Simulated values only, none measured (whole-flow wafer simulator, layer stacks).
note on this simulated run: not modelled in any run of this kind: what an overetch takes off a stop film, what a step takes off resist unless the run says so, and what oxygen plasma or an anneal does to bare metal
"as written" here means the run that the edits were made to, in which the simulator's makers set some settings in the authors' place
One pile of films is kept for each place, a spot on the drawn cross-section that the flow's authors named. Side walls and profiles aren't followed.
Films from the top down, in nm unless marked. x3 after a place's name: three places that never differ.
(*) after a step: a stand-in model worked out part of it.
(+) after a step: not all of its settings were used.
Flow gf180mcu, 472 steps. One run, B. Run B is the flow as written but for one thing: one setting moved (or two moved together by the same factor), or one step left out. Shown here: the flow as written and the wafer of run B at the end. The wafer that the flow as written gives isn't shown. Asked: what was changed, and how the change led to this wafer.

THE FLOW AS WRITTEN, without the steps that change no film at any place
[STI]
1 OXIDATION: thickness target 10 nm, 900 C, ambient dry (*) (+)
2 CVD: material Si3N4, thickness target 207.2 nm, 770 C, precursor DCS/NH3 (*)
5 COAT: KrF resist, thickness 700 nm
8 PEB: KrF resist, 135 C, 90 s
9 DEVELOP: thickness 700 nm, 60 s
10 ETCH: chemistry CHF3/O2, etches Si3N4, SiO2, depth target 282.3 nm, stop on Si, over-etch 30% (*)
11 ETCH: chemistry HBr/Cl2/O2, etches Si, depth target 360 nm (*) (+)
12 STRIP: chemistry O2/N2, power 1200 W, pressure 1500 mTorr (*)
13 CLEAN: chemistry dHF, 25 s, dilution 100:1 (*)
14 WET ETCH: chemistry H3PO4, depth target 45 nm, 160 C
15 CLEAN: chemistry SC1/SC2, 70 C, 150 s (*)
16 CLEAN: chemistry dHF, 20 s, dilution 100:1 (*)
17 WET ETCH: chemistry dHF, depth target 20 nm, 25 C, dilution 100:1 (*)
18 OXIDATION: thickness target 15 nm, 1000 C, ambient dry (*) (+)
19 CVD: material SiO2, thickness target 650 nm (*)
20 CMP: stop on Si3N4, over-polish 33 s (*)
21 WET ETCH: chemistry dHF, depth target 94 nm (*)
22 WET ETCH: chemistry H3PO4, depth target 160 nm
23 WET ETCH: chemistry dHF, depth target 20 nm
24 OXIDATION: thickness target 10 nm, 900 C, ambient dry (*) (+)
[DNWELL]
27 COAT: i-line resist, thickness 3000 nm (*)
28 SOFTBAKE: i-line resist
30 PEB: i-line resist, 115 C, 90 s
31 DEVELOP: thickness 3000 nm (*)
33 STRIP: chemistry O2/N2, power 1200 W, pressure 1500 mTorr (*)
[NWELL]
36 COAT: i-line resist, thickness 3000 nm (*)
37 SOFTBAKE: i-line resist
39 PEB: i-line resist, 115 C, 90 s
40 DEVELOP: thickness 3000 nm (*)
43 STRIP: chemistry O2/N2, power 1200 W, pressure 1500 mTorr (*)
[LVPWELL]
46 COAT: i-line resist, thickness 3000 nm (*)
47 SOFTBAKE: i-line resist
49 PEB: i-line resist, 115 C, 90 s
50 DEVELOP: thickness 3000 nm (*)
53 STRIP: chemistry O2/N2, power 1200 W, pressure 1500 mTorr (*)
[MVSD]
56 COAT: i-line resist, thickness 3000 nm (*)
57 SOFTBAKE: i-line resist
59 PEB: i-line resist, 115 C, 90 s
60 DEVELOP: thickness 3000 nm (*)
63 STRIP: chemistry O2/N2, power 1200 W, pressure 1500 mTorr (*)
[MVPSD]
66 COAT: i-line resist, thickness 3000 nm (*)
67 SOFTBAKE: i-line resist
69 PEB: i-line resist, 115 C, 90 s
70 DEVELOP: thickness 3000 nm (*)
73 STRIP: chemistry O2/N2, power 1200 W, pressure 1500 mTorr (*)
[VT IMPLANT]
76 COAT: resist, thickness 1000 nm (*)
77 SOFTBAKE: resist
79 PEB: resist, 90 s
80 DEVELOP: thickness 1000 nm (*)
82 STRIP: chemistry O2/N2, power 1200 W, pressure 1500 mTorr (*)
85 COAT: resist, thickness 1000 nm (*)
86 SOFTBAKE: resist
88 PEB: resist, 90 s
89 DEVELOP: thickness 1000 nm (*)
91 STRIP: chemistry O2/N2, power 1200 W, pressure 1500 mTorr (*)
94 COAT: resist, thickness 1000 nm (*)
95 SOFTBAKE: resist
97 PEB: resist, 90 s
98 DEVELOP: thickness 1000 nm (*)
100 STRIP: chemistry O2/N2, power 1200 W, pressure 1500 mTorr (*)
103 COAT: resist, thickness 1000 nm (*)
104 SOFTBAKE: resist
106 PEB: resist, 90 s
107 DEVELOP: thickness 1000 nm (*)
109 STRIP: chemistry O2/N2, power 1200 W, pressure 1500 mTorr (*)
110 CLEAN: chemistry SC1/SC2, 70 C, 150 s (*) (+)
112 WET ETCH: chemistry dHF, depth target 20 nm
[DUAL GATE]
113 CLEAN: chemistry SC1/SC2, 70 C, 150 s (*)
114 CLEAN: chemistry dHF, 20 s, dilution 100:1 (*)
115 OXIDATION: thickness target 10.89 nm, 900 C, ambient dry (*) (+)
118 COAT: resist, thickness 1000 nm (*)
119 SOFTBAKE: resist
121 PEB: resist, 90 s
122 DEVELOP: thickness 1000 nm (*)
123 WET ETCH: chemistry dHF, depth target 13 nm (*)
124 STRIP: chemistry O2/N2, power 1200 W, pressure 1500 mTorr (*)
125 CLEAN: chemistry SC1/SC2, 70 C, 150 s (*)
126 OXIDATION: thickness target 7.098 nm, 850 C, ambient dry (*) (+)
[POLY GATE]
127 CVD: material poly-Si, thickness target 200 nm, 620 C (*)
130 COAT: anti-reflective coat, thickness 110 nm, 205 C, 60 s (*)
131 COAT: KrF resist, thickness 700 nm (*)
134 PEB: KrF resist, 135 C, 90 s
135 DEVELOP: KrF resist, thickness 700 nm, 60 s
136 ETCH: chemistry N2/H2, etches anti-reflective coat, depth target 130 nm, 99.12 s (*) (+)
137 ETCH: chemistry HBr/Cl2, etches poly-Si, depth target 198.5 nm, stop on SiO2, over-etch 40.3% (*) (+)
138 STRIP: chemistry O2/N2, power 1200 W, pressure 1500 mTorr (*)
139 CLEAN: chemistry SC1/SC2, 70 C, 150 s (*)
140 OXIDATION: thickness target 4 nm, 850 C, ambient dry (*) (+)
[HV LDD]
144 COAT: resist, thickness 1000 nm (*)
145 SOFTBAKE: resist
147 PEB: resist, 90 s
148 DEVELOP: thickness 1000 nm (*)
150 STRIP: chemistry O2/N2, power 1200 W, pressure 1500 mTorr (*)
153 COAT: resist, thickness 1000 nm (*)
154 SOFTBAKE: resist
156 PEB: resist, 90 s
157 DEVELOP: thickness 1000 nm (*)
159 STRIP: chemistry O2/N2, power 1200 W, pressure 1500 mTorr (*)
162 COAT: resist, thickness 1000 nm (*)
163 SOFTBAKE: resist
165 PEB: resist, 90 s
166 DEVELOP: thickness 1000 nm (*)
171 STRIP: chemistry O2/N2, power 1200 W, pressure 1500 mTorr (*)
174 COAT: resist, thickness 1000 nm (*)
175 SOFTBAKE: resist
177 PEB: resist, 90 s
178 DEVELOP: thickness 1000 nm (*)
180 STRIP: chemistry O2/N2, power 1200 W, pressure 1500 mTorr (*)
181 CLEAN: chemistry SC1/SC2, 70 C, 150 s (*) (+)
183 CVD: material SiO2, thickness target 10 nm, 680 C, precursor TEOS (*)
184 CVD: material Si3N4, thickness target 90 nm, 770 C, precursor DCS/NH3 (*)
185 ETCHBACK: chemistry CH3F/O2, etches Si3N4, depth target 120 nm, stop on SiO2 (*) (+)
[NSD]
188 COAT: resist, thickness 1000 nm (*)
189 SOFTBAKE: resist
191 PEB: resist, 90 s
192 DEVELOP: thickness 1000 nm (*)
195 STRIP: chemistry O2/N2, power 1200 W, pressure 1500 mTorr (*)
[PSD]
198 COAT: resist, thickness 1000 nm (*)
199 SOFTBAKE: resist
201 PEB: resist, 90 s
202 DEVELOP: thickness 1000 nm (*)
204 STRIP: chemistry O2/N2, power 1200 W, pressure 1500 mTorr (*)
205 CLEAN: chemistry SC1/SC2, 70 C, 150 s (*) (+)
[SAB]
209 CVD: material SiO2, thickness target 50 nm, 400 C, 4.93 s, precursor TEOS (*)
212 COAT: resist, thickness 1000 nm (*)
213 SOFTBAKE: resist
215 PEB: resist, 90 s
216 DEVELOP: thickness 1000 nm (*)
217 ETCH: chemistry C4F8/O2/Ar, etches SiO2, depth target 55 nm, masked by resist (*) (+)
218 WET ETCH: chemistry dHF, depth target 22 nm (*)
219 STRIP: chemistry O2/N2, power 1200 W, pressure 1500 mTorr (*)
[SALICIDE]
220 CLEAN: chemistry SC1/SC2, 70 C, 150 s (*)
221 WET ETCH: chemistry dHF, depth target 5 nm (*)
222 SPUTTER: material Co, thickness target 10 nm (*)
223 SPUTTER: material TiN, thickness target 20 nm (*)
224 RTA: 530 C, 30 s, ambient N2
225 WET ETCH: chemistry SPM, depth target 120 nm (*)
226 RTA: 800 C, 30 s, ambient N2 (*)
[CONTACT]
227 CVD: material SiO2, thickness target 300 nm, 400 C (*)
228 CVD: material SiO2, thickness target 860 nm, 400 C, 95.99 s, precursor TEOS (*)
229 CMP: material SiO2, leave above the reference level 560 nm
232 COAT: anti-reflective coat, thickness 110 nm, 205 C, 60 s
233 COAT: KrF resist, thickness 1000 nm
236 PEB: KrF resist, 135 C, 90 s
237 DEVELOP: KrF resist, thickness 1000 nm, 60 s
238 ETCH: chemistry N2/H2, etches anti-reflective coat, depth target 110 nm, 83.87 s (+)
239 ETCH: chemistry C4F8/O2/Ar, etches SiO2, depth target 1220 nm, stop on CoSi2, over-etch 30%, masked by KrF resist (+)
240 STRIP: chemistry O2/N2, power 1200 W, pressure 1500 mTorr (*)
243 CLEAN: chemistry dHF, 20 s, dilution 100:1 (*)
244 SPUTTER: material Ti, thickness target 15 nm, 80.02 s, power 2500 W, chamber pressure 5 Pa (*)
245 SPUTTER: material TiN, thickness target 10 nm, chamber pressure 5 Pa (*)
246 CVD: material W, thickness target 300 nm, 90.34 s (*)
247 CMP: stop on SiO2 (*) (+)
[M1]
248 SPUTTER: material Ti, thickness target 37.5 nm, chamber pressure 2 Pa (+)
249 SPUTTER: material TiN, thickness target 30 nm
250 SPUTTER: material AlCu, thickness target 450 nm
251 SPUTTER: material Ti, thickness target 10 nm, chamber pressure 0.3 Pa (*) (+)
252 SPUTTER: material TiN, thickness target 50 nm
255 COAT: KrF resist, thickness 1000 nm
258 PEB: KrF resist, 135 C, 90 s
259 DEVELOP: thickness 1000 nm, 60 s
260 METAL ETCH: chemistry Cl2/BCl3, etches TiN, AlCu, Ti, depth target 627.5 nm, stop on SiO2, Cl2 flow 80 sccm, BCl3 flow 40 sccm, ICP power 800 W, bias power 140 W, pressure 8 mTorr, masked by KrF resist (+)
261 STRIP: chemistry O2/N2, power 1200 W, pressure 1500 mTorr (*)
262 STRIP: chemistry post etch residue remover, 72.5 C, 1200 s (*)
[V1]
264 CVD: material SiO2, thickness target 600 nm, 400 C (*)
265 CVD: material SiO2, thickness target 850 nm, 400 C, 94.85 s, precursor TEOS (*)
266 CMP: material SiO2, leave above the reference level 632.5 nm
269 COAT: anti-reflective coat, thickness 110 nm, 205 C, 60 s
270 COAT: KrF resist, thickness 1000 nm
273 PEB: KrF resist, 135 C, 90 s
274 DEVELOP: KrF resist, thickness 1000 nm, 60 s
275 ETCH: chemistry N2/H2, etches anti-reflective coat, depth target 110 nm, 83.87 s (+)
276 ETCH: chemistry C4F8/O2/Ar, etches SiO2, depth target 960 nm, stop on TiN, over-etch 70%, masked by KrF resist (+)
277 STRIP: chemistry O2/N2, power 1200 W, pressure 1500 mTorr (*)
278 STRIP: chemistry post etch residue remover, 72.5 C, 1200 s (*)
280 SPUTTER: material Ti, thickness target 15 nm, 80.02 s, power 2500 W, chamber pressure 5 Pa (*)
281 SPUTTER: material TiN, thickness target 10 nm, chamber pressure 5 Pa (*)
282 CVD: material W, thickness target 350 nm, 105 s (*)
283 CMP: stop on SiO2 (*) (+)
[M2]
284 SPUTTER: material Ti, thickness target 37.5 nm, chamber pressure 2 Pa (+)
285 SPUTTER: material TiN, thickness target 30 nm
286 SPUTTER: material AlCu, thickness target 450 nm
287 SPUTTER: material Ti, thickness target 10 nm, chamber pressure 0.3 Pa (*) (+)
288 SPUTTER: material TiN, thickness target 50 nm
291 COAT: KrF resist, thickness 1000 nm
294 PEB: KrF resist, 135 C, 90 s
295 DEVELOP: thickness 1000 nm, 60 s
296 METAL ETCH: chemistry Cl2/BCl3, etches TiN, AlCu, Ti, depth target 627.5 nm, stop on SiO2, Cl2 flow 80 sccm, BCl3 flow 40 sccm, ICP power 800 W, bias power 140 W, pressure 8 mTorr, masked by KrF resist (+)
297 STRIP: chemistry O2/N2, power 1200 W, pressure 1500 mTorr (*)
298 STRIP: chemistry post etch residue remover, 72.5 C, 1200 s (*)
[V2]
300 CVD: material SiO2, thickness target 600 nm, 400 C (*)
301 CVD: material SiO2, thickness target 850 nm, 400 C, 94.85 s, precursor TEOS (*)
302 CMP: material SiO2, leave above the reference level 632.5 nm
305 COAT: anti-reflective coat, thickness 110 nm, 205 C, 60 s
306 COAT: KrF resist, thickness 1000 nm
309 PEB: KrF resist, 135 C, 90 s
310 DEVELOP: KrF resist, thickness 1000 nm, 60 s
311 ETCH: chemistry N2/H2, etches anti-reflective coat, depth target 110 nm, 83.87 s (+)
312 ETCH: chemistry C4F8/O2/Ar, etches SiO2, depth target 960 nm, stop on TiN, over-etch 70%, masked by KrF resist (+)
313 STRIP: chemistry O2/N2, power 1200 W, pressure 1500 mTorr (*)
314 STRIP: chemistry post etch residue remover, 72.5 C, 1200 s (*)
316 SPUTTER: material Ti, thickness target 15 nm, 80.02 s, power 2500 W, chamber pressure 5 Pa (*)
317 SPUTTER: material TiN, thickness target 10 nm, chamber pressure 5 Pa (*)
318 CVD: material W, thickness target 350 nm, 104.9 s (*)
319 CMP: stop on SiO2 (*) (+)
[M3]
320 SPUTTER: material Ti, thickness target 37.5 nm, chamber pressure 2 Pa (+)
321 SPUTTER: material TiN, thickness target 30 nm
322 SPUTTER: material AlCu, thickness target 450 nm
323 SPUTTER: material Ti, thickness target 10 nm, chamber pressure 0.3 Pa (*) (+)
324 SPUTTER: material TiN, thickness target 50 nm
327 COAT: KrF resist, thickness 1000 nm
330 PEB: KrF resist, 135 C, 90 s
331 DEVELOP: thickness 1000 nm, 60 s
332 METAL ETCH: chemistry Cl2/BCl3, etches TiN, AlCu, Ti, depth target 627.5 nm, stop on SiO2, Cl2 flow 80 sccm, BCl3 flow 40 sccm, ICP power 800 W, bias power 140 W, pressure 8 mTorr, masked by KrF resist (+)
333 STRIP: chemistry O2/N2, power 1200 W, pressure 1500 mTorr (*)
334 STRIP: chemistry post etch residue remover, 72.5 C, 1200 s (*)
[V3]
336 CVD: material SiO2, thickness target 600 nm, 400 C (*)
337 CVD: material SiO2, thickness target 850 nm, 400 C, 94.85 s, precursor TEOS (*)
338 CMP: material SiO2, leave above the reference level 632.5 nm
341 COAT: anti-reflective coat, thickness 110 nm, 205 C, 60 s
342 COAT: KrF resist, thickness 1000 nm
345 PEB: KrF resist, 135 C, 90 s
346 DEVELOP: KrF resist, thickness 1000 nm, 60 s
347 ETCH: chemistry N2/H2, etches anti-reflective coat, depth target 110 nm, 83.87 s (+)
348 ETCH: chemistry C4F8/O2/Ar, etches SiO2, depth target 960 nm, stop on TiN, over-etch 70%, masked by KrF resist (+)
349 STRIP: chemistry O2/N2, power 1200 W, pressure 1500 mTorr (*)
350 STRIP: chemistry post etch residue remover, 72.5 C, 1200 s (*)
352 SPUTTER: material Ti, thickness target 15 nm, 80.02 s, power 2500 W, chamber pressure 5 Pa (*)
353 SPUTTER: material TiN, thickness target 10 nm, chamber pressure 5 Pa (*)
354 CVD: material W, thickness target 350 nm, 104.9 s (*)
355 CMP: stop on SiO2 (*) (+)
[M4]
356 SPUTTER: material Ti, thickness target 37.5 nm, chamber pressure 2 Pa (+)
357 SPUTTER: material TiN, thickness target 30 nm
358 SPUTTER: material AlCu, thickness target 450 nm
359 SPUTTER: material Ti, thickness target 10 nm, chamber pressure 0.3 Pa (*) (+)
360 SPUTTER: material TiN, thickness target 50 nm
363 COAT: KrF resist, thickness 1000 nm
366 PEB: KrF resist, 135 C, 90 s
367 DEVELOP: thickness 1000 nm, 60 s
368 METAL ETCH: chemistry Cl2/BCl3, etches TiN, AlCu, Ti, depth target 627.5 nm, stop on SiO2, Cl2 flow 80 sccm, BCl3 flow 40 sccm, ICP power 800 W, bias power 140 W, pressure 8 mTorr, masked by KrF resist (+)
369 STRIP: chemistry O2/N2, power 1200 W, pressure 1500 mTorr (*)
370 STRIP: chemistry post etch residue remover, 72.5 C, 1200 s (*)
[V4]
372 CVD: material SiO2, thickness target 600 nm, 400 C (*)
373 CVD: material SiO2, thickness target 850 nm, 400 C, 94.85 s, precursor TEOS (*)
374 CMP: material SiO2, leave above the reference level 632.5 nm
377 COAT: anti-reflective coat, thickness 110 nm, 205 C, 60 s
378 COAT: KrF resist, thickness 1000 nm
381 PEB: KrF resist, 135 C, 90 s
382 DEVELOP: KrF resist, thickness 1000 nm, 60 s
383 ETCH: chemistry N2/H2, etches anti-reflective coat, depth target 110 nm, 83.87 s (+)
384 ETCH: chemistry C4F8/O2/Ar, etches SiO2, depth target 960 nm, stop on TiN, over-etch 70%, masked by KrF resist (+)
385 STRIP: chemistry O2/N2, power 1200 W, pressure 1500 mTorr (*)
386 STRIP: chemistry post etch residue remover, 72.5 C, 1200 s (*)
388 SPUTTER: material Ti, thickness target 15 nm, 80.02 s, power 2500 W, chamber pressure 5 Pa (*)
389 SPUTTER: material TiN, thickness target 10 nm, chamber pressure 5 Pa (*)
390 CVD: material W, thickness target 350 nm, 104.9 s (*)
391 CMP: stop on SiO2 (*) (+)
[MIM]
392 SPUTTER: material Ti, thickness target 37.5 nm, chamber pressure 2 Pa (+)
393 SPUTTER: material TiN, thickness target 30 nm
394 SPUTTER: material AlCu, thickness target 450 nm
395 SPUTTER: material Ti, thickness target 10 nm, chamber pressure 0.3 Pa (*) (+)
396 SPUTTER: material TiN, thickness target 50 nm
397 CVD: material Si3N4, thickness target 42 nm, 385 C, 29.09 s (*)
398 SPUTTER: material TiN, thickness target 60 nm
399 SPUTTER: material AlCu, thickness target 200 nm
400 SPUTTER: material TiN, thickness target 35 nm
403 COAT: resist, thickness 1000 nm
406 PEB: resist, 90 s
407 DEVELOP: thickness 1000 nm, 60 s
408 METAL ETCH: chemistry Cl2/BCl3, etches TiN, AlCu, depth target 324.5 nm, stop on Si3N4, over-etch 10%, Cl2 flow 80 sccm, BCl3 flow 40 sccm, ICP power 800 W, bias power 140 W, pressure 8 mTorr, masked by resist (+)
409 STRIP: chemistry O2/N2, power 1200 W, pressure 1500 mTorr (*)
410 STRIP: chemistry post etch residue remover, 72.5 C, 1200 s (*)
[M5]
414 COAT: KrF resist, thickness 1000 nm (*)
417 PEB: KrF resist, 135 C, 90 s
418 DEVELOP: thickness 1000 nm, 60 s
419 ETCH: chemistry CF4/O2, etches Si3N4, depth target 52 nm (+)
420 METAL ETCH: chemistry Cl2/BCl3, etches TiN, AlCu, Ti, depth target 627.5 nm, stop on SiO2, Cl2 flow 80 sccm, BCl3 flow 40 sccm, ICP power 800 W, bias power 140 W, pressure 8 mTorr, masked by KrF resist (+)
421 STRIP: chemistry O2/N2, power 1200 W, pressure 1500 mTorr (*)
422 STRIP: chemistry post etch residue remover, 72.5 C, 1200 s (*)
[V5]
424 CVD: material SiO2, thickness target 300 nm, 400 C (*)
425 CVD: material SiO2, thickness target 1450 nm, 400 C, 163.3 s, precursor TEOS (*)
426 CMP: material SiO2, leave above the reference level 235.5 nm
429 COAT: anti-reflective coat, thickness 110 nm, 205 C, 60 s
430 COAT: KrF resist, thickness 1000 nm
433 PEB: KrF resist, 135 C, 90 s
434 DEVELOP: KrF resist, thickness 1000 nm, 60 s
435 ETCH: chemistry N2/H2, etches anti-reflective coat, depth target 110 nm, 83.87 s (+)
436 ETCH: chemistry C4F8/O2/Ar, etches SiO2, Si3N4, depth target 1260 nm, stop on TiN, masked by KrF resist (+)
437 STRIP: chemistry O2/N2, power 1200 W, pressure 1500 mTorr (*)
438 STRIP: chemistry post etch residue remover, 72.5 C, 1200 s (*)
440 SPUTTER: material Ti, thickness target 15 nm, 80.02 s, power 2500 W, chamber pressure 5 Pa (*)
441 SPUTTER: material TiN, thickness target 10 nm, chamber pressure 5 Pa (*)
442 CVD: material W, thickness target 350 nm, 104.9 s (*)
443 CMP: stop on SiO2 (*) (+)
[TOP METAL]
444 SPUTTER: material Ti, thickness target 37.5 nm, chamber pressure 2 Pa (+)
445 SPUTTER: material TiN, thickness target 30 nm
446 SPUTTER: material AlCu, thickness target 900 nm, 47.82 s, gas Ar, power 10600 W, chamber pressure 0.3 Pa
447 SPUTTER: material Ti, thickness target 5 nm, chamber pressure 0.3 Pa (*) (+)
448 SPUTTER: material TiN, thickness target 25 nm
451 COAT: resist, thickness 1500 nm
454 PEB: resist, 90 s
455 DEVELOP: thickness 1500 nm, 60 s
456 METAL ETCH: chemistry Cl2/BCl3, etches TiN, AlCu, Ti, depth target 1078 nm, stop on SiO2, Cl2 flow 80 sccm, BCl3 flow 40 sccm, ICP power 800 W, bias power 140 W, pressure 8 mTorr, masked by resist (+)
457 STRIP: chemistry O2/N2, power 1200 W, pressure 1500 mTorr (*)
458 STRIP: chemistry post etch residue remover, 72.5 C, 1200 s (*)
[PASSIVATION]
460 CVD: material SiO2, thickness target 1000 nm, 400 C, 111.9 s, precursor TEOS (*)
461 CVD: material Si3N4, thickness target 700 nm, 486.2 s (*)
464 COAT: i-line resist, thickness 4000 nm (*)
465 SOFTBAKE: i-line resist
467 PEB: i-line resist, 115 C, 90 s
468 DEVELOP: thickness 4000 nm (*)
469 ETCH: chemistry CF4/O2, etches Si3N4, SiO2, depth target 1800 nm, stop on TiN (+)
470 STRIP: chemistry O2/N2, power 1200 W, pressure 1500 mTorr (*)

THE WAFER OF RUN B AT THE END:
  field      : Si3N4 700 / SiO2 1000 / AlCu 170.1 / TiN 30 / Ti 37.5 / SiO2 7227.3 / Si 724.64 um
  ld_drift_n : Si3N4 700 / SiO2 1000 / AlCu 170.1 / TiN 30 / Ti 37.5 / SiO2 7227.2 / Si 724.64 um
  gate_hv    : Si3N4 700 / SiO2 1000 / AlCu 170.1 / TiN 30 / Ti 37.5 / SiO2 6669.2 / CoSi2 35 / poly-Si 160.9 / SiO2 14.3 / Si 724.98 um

The cause: step 456, METAL ETCH: depth target 754.2 nm was run, where the flow has depth target 1078 nm.

How the change led to this, step by step:
  456 METAL ETCH: chemistry Cl2/BCl3, etches TiN, AlCu, Ti, depth target 1078 nm, stop on SiO2, Cl2 flow 80 sccm, BCl3 flow 40 sccm, ICP power 800 W, bias power 140 W, pressure 8 mTorr, masked by resist (+)
      field, field__w1, field__w2 and 103 more: TiN -25 (all of it), Ti -5 (all of it), AlCu -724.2 (as written it would be: TiN -25 (all of it), Ti -5 (all of it), AlCu -900 (all of it), TiN -30 (all of it), Ti -37.5 (all of it))
      field__w8, contact, m1, m1__w1, pad, m1_nw: resist -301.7 (as written it would be: resist -431)
  457 STRIP: chemistry O2/N2, power 1200 W, pressure 1500 mTorr (*)
      field__w8, contact, m1, m1__w1, pad, m1_nw: resist -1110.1 (all of it) (as written it would be: resist -980.8 (all of it))
  458 STRIP: chemistry post etch residue remover, 72.5 C, 1200 s (*)
      field, field__w1, field__w2 and 103 more: AlCu -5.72 (as written it would be: nothing)
  460 CVD: material SiO2, thickness target 1000 nm, 400 C, 111.9 s, precursor TEOS (*)
      field, field__w1, field__w2 and 103 more: SiO2 +1000 (new film) (as written it would be: SiO2 +1000)
  464 COAT: i-line resist, thickness 4000 nm (*)
      field__w8: i-line resist +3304 (new film) (as written it would be: i-line resist +3093.1 (new film))
      contact: i-line resist +3343 (new film) (as written it would be: i-line resist +3153.6 (new film))
      (and at 4 more places)
  465 SOFTBAKE: i-line resist
      field__w5, field__w9: i-line resist +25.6 (as written it would be: i-line resist +37.3)
      field__w11, field__w13: i-line resist +25.7 (as written it would be: i-line resist +37.9)
      (and at 65 more places)
  467 PEB: i-line resist, 115 C, 90 s
      field__w8, m1__w1: i-line resist -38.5 (as written it would be: i-line resist -34.7)
      contact, m1: i-line resist -38.7 (as written it would be: i-line resist -35.1)
      (and at 2 more places)
  468 DEVELOP: thickness 4000 nm (*)
      pad: i-line resist -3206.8 (all of it) (as written it would be: i-line resist -2974.8 (all of it))
  470 STRIP: chemistry O2/N2, power 1200 W, pressure 1500 mTorr (*)
      field__w8, m1__w1: i-line resist -2016.7 (all of it) (as written it would be: i-line resist -1787.7 (all of it))
      contact: i-line resist -2032.2 (all of it) (as written it would be: i-line resist -1811.2 (all of it))
      (and at 2 more places)
Counting metal films that touch as one body, field has 1 body; the flow as written gives 0 bodies.
Counting metal films that touch as one body, ld_drift_n has 1 body; the flow as written gives 0 bodies.
Counting metal films that touch as one body, gate_hv has 2 bodies (between them, from the top down: SiO2 6669.2); the flow as written gives 1 body.
